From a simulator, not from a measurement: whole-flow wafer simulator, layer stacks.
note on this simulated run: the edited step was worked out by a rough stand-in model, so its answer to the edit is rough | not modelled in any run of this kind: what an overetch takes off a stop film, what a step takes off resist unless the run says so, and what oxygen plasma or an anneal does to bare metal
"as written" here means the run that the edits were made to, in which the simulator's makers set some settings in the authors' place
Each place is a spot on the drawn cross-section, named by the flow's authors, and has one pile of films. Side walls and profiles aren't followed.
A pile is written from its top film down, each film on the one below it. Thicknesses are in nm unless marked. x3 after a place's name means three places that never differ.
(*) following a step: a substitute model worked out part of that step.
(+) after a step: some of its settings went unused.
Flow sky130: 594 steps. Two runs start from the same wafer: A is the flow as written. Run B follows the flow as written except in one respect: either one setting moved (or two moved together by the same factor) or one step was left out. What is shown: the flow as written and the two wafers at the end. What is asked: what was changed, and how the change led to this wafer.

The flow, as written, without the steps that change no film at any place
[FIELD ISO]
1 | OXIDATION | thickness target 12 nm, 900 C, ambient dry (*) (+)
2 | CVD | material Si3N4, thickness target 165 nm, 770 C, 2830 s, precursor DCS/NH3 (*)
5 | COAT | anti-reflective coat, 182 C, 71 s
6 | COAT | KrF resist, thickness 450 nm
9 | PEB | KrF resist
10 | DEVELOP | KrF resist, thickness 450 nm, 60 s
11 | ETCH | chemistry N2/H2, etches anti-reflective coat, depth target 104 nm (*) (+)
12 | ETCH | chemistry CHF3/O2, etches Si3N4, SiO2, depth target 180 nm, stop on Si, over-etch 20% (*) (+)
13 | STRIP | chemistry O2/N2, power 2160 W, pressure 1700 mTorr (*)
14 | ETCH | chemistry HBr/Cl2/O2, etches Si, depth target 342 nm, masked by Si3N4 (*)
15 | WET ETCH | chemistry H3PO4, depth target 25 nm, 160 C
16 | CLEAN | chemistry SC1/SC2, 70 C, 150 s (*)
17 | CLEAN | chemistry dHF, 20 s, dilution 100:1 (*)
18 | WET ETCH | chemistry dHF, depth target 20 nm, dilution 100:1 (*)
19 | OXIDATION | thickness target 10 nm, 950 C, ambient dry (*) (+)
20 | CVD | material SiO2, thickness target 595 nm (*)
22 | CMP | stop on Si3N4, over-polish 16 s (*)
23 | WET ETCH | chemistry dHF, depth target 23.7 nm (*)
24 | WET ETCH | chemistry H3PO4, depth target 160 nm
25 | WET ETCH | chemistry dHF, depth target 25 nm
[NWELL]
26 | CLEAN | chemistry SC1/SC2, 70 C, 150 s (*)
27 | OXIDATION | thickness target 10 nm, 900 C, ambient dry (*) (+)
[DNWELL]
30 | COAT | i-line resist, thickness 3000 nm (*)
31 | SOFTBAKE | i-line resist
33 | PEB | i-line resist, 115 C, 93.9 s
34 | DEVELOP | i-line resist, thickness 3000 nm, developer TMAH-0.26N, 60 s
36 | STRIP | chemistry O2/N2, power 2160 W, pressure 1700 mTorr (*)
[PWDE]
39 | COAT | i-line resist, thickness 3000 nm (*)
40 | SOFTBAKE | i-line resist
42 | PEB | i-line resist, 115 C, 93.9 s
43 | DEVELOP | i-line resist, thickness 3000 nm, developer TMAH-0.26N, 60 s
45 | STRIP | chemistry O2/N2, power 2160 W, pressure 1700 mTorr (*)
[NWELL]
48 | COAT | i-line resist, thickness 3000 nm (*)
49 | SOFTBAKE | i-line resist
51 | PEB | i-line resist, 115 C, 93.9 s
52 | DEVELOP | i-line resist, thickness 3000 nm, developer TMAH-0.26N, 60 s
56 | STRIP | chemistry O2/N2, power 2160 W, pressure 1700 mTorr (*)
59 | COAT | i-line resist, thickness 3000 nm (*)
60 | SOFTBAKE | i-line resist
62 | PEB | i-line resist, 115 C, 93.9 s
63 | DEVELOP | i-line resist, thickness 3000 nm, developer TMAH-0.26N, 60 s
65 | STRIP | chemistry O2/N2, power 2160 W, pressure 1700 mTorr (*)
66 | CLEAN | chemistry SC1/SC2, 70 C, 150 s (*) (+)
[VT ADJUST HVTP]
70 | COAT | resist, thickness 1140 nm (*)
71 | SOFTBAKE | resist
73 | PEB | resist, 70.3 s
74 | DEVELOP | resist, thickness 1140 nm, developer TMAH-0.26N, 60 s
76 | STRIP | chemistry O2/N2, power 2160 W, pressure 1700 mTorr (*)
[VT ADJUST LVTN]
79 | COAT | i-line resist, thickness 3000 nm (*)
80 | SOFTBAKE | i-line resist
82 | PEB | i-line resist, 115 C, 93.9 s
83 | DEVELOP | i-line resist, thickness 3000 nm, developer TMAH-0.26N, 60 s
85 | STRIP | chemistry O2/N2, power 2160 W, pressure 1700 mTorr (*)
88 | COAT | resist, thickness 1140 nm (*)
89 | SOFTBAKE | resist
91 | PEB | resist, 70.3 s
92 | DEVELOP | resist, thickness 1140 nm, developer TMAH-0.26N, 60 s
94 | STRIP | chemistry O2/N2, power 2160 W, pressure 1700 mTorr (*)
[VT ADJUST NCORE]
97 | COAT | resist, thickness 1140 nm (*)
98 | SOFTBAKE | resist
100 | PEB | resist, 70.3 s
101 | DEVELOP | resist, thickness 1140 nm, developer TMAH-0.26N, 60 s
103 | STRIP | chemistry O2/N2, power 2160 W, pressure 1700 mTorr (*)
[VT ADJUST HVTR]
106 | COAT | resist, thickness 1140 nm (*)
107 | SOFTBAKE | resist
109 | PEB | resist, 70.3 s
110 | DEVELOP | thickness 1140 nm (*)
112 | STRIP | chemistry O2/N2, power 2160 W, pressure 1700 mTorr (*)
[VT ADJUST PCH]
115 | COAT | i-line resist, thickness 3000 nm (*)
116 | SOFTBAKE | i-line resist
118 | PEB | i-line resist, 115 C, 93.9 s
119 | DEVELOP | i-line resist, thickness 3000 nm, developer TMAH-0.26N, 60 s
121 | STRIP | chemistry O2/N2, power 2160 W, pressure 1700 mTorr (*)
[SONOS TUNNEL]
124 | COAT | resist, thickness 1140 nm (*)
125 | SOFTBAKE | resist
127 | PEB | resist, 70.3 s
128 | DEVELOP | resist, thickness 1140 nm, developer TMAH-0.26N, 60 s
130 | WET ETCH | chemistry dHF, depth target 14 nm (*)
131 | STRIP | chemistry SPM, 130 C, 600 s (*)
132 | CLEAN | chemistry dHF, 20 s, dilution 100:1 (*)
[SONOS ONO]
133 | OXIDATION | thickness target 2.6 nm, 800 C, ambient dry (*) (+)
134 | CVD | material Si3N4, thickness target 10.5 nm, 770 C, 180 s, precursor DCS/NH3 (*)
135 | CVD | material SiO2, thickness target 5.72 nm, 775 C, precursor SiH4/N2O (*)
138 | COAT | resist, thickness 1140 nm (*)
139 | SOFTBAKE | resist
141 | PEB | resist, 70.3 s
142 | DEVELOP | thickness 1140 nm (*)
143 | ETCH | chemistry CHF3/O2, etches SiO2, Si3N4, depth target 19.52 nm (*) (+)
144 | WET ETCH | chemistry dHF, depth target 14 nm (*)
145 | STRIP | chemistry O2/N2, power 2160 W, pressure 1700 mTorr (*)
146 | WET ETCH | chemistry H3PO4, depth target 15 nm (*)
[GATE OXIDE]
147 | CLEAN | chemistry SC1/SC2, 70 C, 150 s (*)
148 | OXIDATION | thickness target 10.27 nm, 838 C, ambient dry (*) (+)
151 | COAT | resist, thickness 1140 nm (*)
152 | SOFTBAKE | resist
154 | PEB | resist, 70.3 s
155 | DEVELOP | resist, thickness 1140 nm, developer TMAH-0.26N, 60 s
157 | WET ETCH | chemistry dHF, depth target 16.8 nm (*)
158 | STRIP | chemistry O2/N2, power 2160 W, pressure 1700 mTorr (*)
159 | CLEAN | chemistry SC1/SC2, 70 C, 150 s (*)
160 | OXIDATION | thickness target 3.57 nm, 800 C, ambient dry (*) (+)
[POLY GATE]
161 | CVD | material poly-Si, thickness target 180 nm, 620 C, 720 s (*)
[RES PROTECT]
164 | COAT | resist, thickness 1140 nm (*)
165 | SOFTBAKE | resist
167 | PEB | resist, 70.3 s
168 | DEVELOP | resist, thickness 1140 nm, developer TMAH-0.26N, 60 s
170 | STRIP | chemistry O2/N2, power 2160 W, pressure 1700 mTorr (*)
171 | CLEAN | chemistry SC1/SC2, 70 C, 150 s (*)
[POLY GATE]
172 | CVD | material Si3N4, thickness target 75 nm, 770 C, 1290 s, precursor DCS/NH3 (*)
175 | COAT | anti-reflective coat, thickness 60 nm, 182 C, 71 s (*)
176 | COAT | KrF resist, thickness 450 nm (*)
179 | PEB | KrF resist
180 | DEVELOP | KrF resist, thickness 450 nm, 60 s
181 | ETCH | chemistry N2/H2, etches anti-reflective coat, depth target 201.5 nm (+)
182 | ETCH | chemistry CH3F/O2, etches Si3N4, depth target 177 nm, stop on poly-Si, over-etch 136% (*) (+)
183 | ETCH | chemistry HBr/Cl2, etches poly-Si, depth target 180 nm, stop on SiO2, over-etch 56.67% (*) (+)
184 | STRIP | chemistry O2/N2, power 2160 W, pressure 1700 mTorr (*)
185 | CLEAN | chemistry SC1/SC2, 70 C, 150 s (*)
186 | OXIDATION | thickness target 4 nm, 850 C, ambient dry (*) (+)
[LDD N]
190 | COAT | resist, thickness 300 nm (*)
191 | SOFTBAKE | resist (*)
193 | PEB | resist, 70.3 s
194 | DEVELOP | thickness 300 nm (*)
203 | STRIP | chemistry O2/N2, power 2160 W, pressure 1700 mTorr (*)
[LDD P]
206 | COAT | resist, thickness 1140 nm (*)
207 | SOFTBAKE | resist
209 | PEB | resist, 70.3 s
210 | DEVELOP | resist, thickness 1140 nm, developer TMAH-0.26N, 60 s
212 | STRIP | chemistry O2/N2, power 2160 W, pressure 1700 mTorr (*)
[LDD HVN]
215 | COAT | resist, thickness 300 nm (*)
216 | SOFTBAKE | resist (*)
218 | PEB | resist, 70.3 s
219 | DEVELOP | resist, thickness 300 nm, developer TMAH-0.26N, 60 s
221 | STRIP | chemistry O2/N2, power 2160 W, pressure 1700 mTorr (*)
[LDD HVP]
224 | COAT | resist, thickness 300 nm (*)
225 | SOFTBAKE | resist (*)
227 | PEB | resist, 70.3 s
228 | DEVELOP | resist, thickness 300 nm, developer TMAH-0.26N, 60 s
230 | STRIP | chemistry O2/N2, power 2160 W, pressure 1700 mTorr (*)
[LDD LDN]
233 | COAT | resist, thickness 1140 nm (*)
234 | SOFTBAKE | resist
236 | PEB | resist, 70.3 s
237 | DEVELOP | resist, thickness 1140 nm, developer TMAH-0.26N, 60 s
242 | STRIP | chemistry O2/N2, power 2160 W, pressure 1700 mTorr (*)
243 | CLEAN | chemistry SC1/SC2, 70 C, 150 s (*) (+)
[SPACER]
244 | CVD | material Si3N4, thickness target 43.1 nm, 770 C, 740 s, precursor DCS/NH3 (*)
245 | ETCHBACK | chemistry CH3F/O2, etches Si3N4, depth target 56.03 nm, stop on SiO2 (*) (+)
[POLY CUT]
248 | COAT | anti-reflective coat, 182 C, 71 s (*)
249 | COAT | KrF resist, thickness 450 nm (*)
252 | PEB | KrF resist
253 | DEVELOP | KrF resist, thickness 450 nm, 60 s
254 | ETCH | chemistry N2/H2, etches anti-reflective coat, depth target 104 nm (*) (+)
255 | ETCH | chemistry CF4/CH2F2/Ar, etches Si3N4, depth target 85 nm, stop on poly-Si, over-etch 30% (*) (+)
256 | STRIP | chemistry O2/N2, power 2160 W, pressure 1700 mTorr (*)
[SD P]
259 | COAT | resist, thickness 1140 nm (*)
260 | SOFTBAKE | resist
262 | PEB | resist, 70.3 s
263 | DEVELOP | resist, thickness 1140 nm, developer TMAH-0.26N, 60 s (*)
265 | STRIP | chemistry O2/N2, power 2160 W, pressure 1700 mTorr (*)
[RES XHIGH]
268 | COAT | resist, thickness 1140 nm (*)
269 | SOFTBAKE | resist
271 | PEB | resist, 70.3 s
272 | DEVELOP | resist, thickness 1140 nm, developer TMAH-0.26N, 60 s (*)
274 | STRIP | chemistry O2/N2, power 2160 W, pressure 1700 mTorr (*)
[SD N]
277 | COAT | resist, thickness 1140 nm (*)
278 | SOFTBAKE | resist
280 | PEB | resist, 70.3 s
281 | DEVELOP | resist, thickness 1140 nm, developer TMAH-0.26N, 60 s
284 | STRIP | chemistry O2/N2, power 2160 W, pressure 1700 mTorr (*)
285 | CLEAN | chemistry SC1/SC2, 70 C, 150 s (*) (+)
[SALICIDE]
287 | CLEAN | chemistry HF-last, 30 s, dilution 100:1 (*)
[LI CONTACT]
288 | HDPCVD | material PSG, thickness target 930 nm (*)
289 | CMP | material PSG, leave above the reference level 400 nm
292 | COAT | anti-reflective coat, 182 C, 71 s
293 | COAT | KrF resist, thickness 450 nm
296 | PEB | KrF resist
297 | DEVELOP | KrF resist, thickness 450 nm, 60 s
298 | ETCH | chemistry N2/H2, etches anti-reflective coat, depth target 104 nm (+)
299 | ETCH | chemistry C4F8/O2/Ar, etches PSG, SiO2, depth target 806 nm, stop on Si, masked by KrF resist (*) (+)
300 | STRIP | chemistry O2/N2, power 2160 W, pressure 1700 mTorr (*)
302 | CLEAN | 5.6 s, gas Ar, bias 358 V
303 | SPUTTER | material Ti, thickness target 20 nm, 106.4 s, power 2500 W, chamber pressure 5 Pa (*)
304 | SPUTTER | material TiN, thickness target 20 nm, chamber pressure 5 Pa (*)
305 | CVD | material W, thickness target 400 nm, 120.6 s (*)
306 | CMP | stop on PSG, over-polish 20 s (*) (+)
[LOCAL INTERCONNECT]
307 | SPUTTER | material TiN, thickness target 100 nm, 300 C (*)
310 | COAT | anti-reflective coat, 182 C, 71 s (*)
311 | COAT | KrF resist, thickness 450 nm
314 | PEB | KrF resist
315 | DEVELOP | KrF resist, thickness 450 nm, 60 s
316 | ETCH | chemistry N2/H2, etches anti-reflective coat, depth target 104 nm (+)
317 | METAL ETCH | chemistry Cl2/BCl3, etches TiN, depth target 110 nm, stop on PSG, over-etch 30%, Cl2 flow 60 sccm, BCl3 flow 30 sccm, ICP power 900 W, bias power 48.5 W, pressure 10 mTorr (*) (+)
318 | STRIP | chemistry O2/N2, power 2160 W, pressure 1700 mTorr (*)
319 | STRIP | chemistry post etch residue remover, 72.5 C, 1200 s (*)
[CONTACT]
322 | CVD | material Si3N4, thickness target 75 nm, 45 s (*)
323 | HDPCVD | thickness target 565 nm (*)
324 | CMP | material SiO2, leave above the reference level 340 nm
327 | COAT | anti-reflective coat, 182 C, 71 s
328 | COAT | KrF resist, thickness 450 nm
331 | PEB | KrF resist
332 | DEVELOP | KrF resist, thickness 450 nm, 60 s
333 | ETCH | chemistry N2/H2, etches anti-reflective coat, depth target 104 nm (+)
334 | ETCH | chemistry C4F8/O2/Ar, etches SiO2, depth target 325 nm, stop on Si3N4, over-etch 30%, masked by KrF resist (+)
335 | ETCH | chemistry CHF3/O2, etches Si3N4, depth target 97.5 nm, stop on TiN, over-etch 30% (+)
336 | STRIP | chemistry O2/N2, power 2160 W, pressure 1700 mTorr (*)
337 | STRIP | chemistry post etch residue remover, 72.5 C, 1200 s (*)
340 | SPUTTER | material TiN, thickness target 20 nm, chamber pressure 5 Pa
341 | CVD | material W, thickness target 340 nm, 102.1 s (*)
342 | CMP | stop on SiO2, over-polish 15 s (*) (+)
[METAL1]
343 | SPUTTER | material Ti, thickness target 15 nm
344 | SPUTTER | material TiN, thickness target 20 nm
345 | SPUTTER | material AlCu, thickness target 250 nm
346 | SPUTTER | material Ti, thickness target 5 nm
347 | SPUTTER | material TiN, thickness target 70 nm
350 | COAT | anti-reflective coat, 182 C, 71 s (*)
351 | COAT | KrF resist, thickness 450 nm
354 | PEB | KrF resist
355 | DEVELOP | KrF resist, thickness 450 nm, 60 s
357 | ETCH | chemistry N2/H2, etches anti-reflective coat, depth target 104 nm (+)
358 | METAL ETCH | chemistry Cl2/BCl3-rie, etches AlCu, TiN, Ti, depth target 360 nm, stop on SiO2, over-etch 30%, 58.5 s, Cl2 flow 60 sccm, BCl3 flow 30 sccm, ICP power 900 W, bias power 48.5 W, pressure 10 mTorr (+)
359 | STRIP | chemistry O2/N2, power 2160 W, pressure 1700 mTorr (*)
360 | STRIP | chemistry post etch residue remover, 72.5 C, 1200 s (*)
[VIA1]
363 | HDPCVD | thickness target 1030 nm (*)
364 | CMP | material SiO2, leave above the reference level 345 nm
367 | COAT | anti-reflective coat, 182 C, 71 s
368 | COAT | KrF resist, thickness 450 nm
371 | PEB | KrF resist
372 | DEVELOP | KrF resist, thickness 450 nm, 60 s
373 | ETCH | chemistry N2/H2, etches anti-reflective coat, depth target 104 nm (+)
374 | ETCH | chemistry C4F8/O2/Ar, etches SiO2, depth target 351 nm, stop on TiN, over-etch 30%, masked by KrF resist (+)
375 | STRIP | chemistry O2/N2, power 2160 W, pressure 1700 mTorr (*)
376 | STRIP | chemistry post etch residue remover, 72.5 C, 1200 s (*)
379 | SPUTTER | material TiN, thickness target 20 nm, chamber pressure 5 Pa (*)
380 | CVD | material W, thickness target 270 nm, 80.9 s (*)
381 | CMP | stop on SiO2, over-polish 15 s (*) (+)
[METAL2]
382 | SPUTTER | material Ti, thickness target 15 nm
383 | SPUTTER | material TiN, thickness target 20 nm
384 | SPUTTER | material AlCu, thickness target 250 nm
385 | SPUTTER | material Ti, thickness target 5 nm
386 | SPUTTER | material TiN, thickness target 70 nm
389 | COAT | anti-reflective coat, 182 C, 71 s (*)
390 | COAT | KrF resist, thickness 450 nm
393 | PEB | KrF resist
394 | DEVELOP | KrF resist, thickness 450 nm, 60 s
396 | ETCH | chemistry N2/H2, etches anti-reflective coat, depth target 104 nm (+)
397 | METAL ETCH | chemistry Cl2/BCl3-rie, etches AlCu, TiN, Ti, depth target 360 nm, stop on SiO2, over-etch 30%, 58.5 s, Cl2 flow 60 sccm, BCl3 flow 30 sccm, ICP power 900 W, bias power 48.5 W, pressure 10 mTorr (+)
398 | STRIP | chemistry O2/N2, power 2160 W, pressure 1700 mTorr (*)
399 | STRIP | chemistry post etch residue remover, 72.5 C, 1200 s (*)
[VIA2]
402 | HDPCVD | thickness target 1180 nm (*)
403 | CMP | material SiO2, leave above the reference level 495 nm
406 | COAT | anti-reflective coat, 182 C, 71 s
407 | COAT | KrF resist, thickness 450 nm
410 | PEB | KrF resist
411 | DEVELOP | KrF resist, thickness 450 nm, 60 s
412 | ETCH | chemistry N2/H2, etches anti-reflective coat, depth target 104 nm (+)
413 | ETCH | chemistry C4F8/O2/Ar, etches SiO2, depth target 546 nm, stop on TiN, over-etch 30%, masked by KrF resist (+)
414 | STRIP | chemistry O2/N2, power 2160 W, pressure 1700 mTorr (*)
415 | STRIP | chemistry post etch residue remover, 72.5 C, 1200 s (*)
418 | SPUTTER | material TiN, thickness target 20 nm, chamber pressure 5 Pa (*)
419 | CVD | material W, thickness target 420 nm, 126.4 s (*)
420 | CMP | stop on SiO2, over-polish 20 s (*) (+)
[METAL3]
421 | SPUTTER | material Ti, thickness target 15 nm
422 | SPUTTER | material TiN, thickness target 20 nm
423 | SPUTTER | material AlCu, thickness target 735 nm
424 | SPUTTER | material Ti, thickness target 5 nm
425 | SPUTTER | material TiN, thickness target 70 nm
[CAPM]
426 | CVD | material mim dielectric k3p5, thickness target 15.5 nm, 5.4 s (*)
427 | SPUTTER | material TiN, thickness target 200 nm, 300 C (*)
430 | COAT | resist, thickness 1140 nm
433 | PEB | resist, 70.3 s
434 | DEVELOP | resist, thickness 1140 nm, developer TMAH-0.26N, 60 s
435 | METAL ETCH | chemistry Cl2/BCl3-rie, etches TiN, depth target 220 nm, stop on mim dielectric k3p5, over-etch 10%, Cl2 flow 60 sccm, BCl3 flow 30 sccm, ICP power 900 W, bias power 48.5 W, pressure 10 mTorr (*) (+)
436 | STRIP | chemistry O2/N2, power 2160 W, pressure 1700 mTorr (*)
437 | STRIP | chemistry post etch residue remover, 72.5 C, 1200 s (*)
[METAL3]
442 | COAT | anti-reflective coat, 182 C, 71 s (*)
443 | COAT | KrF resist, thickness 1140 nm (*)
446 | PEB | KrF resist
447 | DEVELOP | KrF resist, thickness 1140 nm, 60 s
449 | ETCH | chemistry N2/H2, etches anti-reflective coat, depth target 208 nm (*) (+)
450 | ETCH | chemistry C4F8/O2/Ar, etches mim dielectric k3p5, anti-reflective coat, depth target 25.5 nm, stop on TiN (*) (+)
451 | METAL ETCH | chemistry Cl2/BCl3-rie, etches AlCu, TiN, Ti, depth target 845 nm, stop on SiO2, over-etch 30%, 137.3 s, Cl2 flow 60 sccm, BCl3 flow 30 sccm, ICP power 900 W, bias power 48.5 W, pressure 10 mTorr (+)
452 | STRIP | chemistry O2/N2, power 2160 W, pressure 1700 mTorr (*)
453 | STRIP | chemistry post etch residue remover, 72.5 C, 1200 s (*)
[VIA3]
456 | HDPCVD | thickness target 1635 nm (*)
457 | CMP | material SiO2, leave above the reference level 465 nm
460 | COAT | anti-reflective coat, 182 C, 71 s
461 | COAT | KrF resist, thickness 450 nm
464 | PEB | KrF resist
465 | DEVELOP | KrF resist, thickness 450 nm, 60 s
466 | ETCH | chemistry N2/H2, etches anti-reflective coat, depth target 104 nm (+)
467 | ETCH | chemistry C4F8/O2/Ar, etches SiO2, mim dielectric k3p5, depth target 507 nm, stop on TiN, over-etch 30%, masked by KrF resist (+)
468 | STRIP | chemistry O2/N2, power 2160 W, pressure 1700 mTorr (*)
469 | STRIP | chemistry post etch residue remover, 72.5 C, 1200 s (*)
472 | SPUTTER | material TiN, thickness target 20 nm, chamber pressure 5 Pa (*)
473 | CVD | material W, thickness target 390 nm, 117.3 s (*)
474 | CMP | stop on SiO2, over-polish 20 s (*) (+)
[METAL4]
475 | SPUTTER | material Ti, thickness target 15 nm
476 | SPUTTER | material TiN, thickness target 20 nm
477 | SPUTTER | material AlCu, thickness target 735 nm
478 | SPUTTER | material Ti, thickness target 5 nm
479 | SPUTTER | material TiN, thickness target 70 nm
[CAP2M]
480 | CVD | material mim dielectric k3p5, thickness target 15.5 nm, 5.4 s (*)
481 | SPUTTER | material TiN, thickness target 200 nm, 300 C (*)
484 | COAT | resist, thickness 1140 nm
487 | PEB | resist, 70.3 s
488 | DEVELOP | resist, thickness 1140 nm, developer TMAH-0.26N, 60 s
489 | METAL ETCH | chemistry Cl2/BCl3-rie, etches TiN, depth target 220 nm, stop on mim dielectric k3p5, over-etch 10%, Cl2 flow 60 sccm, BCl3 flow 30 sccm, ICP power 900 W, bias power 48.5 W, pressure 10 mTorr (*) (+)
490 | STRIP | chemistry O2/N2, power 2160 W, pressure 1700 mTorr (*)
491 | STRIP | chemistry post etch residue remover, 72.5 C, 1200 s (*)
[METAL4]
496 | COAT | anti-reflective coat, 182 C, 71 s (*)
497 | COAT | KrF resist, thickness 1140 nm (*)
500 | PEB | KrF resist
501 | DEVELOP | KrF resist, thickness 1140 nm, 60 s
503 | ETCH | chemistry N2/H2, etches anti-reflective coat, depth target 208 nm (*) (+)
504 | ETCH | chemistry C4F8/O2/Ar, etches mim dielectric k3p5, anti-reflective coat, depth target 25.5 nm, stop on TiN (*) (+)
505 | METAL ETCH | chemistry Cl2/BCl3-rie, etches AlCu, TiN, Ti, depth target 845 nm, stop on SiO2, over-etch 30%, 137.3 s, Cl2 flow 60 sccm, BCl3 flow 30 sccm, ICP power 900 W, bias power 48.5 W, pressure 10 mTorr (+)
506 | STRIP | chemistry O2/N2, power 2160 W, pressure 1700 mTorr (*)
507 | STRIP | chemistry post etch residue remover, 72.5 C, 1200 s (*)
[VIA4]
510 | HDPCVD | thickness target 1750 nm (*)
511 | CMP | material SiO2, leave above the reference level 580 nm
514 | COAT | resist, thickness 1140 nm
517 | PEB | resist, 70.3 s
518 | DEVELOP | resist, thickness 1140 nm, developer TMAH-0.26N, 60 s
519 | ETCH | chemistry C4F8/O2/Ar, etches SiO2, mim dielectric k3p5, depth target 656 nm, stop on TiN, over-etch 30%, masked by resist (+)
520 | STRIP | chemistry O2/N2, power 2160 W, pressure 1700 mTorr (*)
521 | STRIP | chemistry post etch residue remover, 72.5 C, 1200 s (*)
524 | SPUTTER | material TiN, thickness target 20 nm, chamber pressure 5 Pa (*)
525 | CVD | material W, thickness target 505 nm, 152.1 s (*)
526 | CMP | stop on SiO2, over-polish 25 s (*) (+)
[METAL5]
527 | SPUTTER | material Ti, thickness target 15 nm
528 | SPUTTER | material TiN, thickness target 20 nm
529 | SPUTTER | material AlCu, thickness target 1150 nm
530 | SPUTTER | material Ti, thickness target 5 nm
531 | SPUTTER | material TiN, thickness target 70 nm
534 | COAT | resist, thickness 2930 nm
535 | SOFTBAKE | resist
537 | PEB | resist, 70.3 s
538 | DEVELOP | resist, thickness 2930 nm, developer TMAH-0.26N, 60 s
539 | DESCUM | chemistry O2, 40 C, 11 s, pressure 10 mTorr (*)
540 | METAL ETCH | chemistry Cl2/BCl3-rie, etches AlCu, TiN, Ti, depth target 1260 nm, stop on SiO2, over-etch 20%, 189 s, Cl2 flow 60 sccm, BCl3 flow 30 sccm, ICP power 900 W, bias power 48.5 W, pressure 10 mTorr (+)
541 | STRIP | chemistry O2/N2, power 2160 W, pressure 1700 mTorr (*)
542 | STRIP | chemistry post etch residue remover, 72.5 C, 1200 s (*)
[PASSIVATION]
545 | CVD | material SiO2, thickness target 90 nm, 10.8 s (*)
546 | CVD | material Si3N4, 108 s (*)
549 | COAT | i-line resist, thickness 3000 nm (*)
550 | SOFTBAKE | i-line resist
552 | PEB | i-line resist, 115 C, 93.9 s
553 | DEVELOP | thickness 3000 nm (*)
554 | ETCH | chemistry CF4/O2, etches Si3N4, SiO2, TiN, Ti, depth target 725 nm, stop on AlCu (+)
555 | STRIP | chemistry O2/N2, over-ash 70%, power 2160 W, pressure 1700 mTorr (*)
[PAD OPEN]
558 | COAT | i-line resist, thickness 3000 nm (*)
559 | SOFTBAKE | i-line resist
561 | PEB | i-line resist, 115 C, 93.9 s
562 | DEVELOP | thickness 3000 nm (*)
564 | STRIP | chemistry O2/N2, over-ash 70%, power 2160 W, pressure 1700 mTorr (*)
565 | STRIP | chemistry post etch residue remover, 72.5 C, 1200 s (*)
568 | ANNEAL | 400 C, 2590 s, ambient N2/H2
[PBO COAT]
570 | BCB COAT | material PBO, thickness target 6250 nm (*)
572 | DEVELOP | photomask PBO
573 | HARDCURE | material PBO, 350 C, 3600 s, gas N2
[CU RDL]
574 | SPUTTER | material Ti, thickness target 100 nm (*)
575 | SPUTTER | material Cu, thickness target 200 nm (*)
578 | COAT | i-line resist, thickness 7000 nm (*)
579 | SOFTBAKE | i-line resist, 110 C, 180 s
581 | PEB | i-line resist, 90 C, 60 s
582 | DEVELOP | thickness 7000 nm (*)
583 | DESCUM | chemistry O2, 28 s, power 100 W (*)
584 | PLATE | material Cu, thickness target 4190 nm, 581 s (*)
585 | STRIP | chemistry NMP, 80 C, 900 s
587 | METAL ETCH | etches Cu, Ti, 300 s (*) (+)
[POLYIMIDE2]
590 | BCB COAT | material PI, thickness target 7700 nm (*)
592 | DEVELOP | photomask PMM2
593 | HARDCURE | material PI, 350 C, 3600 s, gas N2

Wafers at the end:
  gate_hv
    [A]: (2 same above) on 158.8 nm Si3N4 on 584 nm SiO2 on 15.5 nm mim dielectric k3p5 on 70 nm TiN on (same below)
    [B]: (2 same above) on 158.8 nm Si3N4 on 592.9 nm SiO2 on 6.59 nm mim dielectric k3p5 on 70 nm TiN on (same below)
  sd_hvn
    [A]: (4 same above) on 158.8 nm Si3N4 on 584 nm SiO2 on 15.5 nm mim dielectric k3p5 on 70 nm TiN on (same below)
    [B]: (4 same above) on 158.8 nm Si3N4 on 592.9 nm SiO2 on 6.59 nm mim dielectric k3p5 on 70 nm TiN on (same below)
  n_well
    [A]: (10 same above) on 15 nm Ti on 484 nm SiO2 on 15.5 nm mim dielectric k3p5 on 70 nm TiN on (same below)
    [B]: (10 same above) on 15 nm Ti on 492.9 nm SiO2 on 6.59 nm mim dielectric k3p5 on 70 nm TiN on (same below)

What caused this: step 480, CVD: thickness target 6.59 nm was run, while the flow as written has thickness target 15.5 nm; step 480, CVD: 2.29 s was run, where the flow has 5.4 s.
One can read it off the wafer: gate_hv has mim dielectric k3p5 6.59, and step 480 as written asks for 15.5 nm.

The path from the change to this, step by step:
  480 | CVD | material mim dielectric k3p5, thickness target 15.5 nm, 5.4 s (*)
      field, active, n_well and 189 more: A mim dielectric k3p5 gains 15.5 (new film) | B mim dielectric k3p5 gains 6.59 (new film)
  504 | ETCH | chemistry C4F8/O2/Ar, etches mim dielectric k3p5, anti-reflective coat, depth target 25.5 nm, stop on TiN (*) (+)
      n_well, p_well, gate_hv and 102 more: A KrF resist loses 15.5 | B KrF resist loses 6.59
      field, active, gate and 85 more: A mim dielectric k3p5 loses 15.5 (all of it) | B mim dielectric k3p5 loses 6.59 (all of it)
  506 | STRIP | chemistry O2/N2, power 2160 W, pressure 1700 mTorr (*)
      iso_guard__w2: A KrF resist loses 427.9 (all of it), anti-reflective coat loses 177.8 (all of it) | B KrF resist loses 436.7 (all of it), anti-reflective coat loses 177.8 (all of it)
      mim2: A KrF resist loses 372.1 (all of it), anti-reflective coat loses 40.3 (all of it) | B KrF resist loses 380.9 (all of it), anti-reflective coat loses 40.3 (all of it)
  519 | ETCH | chemistry C4F8/O2/Ar, etches SiO2, mim dielectric k3p5, depth target 656 nm, stop on TiN, over-etch 30%, masked by resist (+)
      m1: A SiO2 loses 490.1 (all of it), mim dielectric k3p5 loses 15.5 (all of it) | B SiO2 loses 499 (all of it), mim dielectric k3p5 loses 6.59 (all of it)
      via4_hole: A SiO2 loses 489.5 (all of it), mim dielectric k3p5 loses 15.5 (all of it) | B SiO2 loses 498.4 (all of it), mim dielectric k3p5 loses 6.59 (all of it)
